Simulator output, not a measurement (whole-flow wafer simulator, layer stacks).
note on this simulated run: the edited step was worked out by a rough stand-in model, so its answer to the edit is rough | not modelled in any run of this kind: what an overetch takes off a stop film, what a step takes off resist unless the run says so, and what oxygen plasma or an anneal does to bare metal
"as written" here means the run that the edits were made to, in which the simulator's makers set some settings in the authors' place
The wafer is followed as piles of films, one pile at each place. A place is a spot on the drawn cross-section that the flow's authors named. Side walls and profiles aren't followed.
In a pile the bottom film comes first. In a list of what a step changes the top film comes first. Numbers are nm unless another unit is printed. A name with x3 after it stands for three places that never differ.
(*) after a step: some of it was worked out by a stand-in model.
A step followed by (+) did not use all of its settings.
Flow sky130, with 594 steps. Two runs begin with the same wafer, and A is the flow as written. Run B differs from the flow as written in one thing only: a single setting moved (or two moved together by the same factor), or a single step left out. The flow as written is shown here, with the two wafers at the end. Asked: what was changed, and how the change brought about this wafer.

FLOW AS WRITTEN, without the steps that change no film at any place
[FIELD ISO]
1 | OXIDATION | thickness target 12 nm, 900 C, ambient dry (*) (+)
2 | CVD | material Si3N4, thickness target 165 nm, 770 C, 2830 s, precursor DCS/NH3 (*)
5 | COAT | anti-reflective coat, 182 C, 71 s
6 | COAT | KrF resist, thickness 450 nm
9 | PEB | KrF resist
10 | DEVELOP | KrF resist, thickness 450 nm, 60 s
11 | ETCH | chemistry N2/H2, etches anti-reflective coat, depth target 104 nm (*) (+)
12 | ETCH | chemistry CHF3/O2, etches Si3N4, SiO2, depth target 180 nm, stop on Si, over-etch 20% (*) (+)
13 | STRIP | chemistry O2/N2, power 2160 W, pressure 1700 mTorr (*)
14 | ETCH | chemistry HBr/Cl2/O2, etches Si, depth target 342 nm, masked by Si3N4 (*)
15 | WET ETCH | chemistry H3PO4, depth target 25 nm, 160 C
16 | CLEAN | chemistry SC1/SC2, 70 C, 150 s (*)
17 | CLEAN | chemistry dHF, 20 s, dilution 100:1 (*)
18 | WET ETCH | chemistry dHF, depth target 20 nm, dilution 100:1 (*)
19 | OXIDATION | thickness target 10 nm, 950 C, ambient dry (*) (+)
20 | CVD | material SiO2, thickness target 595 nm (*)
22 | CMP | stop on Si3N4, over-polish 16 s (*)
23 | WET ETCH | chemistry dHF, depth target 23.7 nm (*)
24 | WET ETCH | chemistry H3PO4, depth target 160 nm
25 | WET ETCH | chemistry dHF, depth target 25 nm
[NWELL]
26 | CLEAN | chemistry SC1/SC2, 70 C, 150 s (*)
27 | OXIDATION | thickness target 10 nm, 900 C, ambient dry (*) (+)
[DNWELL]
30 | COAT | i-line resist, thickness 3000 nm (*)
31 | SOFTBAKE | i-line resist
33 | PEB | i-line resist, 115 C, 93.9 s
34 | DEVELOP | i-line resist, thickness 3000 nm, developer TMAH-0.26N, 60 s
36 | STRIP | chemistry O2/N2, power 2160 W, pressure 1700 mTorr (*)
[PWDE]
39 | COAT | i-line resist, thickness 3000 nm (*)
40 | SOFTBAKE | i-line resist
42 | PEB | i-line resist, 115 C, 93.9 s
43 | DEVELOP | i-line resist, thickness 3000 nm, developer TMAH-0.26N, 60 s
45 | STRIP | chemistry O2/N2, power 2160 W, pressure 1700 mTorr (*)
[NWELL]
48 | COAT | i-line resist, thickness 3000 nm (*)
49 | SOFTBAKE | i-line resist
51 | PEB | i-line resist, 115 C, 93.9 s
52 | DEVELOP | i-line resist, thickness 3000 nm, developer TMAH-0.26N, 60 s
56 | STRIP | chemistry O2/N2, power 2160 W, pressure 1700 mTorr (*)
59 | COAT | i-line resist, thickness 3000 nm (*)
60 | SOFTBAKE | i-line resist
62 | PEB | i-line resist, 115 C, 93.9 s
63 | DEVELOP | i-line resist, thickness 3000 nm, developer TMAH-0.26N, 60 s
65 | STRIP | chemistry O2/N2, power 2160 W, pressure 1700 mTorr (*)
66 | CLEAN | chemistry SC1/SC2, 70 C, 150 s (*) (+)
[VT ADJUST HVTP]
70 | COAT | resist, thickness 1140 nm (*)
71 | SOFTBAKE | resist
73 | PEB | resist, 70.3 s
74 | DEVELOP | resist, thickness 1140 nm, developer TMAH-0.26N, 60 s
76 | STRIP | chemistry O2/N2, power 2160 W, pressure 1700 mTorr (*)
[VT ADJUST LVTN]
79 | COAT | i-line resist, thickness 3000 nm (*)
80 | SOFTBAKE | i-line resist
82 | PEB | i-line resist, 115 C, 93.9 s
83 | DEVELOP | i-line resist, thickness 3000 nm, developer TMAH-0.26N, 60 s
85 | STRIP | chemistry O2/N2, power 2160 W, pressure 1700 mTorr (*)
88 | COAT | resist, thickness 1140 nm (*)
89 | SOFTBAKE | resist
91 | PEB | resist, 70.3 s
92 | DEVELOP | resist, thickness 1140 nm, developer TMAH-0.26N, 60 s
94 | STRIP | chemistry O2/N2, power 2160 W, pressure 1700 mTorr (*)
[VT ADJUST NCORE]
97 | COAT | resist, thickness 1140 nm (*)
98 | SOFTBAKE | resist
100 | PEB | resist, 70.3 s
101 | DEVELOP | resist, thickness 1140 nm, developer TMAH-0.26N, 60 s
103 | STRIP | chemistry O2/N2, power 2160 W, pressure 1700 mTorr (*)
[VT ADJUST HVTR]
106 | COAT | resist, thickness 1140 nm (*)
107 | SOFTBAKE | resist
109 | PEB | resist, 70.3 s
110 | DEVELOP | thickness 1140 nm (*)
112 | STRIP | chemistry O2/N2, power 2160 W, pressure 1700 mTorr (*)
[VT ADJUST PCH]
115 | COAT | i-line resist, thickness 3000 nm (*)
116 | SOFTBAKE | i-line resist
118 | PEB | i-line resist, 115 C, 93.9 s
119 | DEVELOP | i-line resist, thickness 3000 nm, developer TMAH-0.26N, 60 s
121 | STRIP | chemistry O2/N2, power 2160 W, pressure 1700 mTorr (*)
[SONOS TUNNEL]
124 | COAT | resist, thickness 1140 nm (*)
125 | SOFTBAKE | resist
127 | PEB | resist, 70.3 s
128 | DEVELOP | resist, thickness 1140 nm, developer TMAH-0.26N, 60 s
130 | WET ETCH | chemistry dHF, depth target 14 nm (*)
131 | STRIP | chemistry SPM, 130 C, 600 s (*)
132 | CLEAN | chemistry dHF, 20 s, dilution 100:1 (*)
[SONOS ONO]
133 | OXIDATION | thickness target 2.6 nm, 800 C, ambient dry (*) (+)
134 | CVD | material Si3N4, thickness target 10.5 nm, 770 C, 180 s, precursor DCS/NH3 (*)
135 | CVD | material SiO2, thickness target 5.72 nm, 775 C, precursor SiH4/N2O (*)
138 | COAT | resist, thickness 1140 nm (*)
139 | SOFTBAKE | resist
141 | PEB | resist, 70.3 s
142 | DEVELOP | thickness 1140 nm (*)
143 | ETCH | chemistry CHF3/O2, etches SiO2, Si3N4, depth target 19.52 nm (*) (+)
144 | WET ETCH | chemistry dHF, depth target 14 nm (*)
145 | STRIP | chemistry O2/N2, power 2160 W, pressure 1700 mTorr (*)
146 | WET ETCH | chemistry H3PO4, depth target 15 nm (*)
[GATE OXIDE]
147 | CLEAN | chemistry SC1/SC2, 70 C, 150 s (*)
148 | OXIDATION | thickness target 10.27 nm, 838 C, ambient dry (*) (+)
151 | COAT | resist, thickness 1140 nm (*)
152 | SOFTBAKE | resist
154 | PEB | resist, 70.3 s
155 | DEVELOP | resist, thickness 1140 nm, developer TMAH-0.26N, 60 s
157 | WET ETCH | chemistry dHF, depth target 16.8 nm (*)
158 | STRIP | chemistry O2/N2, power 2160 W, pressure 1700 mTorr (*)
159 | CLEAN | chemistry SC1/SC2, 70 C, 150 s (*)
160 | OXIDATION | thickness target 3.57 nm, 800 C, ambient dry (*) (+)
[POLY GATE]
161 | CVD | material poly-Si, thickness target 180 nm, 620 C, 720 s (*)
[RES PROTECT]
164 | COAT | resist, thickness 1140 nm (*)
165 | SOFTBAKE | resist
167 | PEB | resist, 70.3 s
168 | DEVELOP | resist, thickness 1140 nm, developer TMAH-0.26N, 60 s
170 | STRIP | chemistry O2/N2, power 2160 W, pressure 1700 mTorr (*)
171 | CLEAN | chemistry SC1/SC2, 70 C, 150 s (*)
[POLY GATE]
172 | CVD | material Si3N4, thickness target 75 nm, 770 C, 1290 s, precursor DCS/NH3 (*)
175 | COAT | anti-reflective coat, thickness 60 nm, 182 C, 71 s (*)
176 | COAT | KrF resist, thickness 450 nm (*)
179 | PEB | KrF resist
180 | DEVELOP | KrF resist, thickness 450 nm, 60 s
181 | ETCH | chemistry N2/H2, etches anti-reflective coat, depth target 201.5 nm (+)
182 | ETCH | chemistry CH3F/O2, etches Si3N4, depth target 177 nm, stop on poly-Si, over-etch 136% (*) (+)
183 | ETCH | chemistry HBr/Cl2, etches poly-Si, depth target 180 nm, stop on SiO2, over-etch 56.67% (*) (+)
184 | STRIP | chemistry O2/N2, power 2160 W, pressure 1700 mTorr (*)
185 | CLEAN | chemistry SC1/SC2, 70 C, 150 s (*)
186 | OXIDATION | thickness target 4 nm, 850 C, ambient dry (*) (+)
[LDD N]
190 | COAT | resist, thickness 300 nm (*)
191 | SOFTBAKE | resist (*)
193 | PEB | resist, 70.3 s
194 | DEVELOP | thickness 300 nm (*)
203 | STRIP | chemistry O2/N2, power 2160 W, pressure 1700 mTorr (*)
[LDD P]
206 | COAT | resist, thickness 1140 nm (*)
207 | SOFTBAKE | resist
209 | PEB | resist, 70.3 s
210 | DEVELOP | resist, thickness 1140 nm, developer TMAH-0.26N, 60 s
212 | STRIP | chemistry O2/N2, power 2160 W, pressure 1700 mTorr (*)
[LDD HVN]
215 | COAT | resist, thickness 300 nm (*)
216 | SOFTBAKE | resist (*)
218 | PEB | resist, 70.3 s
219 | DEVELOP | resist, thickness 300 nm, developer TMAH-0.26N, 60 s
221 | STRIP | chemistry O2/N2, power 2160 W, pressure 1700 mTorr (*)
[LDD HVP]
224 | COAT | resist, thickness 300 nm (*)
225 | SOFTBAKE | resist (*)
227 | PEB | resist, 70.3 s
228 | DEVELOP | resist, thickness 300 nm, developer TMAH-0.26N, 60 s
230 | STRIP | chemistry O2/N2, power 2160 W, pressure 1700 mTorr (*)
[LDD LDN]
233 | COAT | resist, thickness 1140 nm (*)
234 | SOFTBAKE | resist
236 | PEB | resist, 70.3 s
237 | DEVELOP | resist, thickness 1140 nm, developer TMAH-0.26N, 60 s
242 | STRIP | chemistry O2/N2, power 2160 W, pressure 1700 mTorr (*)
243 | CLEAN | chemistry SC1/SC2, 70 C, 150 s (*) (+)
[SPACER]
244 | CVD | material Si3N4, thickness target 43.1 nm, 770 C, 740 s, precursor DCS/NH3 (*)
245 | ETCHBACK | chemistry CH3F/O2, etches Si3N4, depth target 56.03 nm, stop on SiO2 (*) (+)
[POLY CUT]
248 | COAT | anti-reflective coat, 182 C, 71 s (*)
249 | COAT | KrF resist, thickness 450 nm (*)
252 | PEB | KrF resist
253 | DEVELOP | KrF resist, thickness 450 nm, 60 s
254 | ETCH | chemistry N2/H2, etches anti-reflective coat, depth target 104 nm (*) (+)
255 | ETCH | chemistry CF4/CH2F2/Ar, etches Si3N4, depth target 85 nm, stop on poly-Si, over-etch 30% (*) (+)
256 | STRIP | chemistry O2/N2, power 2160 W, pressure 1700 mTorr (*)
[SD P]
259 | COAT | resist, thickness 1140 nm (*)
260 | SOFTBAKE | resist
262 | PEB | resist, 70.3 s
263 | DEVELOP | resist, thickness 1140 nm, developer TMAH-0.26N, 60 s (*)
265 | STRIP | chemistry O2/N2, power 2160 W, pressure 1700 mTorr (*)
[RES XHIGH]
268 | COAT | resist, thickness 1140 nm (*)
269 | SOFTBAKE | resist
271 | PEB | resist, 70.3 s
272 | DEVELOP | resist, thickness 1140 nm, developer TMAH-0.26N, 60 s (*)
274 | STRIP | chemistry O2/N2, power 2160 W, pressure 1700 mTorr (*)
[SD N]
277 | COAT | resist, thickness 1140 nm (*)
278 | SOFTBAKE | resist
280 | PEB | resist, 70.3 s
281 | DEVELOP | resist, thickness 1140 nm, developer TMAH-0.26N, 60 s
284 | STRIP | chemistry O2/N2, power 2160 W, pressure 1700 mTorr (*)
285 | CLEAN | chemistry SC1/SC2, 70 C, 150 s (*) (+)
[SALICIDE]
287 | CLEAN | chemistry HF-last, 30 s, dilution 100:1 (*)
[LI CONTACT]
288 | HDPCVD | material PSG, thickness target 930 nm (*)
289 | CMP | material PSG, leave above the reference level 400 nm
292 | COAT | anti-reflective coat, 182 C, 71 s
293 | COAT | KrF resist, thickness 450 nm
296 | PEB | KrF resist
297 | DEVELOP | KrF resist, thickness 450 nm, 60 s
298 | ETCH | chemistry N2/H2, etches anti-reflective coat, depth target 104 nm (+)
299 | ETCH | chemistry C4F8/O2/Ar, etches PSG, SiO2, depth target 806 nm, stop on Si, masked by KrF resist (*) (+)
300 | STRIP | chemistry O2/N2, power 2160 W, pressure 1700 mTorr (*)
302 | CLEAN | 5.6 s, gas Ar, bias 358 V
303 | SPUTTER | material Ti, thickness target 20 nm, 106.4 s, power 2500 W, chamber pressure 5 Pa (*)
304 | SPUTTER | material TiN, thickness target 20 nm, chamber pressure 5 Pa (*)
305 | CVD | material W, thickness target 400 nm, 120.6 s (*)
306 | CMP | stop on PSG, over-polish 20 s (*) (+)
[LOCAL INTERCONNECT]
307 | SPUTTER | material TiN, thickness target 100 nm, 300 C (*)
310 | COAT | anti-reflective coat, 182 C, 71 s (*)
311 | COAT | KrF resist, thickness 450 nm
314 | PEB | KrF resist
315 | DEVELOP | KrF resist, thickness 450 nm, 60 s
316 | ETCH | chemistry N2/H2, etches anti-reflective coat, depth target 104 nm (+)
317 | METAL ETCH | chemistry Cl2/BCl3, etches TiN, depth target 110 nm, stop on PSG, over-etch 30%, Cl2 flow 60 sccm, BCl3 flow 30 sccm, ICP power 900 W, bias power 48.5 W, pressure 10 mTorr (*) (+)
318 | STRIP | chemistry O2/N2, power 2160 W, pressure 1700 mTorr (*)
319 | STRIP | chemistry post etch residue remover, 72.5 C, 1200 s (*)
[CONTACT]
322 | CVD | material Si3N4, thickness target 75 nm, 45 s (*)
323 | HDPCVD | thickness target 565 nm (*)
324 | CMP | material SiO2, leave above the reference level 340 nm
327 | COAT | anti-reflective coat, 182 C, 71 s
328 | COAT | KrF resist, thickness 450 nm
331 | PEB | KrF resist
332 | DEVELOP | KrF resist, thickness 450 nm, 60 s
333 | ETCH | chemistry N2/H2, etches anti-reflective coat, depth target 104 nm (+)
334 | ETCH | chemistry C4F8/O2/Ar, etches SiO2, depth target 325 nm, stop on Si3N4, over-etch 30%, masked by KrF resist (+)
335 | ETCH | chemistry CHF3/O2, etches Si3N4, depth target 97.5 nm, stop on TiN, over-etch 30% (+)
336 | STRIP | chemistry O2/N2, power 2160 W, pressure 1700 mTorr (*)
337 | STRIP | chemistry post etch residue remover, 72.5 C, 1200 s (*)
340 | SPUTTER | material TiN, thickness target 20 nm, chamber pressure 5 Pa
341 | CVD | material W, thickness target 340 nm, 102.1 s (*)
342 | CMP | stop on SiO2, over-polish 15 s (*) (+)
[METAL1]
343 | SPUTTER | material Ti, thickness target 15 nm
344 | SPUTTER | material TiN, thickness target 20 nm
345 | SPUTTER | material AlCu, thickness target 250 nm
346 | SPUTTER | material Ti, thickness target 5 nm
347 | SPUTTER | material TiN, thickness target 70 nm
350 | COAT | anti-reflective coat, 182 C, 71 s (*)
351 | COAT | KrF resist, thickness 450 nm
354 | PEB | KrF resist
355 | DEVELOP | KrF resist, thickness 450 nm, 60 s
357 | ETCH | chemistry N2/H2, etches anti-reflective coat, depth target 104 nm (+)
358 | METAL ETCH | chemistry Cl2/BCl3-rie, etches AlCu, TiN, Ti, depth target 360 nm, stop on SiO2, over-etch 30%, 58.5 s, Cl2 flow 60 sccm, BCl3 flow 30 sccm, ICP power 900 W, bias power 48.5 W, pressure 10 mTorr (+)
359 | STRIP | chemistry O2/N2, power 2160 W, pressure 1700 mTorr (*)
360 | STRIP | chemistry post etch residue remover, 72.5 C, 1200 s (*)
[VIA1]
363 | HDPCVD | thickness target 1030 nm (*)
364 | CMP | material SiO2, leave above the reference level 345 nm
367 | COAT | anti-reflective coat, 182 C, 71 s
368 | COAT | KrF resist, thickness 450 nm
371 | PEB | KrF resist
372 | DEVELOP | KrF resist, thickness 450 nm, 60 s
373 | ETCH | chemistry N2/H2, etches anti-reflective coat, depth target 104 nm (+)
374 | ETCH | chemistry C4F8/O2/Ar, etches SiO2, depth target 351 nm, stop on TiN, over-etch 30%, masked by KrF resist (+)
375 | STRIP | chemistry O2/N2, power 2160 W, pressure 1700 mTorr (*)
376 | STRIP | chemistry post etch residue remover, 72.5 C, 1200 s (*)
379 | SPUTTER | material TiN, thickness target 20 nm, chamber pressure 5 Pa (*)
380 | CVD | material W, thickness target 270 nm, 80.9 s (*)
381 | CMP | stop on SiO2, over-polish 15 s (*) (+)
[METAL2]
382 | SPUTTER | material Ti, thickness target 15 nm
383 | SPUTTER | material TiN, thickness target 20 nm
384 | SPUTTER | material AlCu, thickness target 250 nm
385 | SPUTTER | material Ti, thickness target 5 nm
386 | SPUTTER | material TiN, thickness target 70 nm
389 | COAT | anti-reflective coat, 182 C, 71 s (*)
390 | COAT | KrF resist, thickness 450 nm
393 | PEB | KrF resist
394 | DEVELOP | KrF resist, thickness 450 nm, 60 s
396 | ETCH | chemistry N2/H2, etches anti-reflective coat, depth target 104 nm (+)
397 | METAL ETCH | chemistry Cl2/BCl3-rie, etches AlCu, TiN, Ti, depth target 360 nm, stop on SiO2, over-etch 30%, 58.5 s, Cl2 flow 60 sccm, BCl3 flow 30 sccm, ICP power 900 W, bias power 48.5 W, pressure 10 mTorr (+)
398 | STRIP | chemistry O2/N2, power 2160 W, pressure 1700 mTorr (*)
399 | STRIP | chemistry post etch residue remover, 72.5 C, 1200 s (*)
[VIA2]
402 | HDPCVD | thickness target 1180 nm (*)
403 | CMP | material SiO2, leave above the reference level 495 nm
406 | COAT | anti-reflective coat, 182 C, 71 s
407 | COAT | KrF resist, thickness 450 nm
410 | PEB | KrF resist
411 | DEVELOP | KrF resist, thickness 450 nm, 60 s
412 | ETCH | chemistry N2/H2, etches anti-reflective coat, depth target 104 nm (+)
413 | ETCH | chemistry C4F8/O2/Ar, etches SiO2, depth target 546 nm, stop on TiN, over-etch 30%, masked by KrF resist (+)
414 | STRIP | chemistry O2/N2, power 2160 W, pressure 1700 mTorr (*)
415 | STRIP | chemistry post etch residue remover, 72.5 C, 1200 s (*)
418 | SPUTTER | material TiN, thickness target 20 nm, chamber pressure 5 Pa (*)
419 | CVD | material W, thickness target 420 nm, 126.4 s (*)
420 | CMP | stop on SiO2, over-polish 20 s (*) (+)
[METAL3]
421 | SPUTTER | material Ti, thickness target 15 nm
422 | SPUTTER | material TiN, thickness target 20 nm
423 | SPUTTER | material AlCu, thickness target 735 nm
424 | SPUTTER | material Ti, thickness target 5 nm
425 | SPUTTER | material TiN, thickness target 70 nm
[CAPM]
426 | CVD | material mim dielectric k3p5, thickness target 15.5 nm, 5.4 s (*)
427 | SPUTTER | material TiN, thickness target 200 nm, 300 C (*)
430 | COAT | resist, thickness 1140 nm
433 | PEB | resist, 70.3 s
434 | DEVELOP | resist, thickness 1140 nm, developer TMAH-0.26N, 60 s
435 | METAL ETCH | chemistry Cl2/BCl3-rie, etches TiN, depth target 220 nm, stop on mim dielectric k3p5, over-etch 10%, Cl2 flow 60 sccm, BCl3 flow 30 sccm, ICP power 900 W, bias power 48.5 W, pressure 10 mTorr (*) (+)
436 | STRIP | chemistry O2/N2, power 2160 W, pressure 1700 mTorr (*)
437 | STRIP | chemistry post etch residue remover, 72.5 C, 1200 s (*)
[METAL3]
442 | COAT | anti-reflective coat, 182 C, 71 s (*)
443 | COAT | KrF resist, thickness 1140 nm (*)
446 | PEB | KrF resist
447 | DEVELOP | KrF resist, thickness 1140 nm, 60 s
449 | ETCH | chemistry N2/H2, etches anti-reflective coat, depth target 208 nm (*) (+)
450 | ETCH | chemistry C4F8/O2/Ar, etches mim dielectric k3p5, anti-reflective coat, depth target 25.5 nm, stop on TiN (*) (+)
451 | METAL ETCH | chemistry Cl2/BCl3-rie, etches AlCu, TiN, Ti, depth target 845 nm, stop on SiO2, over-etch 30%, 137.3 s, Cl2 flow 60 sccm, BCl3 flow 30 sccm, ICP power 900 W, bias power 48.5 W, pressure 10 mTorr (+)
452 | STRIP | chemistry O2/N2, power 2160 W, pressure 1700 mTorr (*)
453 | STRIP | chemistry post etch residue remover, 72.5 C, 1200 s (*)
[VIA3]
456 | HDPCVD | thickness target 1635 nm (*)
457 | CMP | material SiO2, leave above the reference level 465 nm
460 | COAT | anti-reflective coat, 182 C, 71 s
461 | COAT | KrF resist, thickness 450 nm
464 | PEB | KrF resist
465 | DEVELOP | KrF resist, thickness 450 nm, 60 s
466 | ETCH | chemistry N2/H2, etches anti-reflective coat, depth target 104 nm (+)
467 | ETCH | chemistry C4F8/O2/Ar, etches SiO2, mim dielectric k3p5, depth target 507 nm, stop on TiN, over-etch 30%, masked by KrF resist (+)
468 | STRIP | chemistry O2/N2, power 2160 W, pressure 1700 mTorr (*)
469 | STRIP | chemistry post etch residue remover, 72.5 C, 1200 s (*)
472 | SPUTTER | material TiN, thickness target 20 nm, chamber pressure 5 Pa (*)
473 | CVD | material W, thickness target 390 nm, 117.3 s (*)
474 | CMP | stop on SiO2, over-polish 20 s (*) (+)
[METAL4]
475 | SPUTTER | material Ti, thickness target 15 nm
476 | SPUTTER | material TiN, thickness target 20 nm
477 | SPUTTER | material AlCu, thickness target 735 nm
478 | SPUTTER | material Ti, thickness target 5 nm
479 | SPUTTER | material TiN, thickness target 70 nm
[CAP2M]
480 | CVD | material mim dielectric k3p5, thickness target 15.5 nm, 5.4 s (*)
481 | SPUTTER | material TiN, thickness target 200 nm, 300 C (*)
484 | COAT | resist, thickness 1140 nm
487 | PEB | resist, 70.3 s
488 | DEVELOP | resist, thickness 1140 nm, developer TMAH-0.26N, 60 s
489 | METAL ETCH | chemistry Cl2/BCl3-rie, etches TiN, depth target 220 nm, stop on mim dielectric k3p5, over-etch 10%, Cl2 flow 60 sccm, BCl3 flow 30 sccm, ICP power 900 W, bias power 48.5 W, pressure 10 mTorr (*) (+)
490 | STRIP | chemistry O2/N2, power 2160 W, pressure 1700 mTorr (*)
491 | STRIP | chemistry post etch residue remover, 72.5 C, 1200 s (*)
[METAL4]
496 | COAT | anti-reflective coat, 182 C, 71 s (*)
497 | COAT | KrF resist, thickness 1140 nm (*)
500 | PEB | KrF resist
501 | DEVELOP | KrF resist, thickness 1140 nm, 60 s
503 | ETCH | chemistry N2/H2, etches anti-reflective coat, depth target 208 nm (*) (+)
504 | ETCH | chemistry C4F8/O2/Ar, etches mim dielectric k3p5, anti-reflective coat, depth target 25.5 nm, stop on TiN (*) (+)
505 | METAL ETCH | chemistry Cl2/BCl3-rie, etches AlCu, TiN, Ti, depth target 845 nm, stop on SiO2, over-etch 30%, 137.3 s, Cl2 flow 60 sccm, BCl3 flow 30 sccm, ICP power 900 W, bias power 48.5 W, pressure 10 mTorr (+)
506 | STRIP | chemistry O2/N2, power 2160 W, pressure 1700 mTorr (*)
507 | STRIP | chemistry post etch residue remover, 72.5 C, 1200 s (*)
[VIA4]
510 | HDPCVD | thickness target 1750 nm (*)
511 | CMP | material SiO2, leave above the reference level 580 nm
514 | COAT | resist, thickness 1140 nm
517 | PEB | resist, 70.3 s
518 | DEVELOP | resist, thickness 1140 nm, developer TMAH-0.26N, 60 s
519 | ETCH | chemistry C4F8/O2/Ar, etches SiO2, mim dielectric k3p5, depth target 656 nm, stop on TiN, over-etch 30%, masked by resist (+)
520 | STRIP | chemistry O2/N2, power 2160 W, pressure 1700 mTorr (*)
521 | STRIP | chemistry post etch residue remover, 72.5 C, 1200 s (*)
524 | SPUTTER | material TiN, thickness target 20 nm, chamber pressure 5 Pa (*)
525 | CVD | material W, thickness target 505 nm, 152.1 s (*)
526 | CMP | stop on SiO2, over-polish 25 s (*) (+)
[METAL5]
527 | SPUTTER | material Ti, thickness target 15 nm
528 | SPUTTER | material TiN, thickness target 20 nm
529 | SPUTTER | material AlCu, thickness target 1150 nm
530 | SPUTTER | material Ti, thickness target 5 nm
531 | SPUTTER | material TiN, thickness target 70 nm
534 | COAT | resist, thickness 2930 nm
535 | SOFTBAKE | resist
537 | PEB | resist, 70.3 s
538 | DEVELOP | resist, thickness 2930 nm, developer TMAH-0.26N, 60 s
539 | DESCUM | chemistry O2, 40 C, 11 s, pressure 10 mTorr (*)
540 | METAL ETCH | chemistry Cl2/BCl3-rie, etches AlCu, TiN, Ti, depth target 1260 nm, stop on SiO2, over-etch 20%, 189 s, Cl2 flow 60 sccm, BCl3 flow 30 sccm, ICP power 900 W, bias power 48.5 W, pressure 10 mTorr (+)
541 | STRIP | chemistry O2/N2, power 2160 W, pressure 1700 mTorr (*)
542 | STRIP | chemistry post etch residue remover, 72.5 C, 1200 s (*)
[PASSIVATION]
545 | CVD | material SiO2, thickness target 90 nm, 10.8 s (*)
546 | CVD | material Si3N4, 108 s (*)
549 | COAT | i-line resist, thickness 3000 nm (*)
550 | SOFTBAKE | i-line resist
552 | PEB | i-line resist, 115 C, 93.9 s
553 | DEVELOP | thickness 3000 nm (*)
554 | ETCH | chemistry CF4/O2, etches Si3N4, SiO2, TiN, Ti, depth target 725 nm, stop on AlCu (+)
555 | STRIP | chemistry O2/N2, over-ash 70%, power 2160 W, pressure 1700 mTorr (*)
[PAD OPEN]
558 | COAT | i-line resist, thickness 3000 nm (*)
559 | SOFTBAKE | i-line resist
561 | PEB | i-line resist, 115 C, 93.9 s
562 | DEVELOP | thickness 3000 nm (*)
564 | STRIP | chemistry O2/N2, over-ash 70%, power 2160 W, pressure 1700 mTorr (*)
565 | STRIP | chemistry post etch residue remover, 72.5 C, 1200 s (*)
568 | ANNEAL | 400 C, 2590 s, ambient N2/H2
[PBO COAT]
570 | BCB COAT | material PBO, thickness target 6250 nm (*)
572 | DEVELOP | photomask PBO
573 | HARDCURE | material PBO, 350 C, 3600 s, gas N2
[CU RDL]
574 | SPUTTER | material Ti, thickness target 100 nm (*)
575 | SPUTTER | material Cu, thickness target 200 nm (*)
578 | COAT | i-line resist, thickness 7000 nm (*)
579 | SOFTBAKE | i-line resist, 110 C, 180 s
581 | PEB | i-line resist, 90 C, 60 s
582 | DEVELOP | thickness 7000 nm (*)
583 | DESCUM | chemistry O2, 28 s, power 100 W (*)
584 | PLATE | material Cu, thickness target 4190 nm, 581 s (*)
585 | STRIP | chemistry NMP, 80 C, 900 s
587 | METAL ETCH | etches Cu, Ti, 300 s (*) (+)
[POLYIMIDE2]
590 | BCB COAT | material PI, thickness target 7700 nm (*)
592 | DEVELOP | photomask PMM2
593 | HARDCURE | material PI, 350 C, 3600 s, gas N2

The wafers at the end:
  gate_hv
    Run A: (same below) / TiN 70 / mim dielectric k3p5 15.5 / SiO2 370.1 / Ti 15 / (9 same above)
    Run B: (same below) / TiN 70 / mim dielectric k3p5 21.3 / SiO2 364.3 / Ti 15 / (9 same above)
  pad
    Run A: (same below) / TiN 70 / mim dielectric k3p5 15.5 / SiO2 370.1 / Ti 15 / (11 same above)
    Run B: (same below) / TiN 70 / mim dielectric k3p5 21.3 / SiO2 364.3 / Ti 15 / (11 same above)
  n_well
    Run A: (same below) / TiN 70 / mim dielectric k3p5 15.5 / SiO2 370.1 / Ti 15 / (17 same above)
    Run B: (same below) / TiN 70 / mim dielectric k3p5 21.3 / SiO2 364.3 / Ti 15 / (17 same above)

Cause: step 426, CVD: thickness target 21.3 nm was run, while the flow as written has thickness target 15.5 nm; step 426, CVD: 7.43 s was run, where the flow has 5.4 s.
The wafer lets one read it off: gate_hv has mim dielectric k3p5 21.3, and step 426 as written asks for 15.5 nm.

How this came from the change, step by step:
  426 | CVD | material mim dielectric k3p5, thickness target 15.5 nm, 5.4 s (*)
      field, active, n_well and 188 more: A +15.5 mim dielectric k3p5 (new film) | B +21.3 mim dielectric k3p5 (new film)
  450 | ETCH | chemistry C4F8/O2/Ar, etches mim dielectric k3p5, anti-reflective coat, depth target 25.5 nm, stop on TiN (*) (+)
      n_well, p_well, gate_hv and 104 more: A -15.5 KrF resist | B -17 KrF resist
      field, active, gate and 82 more: A -15.5 mim dielectric k3p5 (all of it) | B -21.3 mim dielectric k3p5 (all of it)
  467 | ETCH | chemistry C4F8/O2/Ar, etches SiO2, mim dielectric k3p5, depth target 507 nm, stop on TiN, over-etch 30%, masked by KrF resist (+)
      m1: A -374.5 SiO2 (all of it), -15.5 mim dielectric k3p5 (all of it) | B -368.7 SiO2 (all of it), -21.3 mim dielectric k3p5 (all of it)
      via3_hole: A -373.9 SiO2 (all of it), -15.5 mim dielectric k3p5 (all of it) | B -368.1 SiO2 (all of it), -21.3 mim dielectric k3p5 (all of it)
